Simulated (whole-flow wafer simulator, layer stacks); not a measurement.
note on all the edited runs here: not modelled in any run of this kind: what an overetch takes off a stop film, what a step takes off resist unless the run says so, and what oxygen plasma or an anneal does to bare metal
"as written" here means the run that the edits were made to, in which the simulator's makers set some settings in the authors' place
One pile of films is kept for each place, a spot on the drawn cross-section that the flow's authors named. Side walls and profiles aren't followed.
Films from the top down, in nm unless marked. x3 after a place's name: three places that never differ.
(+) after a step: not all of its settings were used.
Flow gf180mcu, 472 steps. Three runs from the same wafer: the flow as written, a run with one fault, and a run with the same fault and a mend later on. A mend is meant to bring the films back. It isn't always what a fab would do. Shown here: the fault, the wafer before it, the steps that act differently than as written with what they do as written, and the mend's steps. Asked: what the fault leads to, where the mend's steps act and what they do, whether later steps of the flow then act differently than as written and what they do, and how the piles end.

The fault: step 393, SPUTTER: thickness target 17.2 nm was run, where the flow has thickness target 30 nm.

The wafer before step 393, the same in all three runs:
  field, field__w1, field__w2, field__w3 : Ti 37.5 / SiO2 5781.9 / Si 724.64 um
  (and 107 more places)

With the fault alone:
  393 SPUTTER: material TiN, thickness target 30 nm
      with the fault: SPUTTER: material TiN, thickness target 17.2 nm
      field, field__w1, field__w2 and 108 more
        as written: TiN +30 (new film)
        with the fault: TiN +17.2 (new film)
  Later steps of the flow that act differently than as written (1 more step differs only slightly, by at most 2% or 0.5 nm, whichever is larger, and isn't shown):
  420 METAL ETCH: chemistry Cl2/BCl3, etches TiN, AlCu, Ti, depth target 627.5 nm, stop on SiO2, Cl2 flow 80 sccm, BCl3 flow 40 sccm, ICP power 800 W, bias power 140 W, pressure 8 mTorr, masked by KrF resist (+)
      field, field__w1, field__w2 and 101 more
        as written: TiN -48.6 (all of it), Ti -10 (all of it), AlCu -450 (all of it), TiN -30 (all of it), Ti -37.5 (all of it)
        with the fault: TiN -48.6 (all of it), Ti -10 (all of it), AlCu -450 (all of it), TiN -17.2 (all of it), Ti -37.5 (all of it)
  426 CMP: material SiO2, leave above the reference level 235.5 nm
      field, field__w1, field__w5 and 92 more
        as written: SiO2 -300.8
        with the fault: SiO2 -313.6
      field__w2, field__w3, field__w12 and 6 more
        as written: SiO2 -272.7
        with the fault: SiO2 -286.1
  At the end the piles differ from the flow's by more than 2% or 0.5 nm, whichever is larger, at field__w4, field__w8, contact, m1, m1__w1, mim, mim_1p0, m1_nw.
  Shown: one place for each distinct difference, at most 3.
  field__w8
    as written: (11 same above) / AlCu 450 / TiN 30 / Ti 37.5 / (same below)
    with the fault: (11 same above) / AlCu 450 / TiN 17.2 / Ti 37.5 / (same below)
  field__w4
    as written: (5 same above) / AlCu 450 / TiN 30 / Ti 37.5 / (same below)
    with the fault: (5 same above) / AlCu 450 / TiN 17.2 / Ti 37.5 / (same below)
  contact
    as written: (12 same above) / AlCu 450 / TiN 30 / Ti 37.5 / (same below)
    with the fault: (12 same above) / AlCu 450 / TiN 17.2 / Ti 37.5 / (same below)

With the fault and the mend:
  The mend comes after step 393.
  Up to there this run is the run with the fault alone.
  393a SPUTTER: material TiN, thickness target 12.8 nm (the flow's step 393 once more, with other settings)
      field, field__w1, field__w2 and 108 more
        TiN +12.8
  No later step of the flow acts differently than as written at any place that is followed.
  At the end the piles are the same as the flow's at every place that both follow.
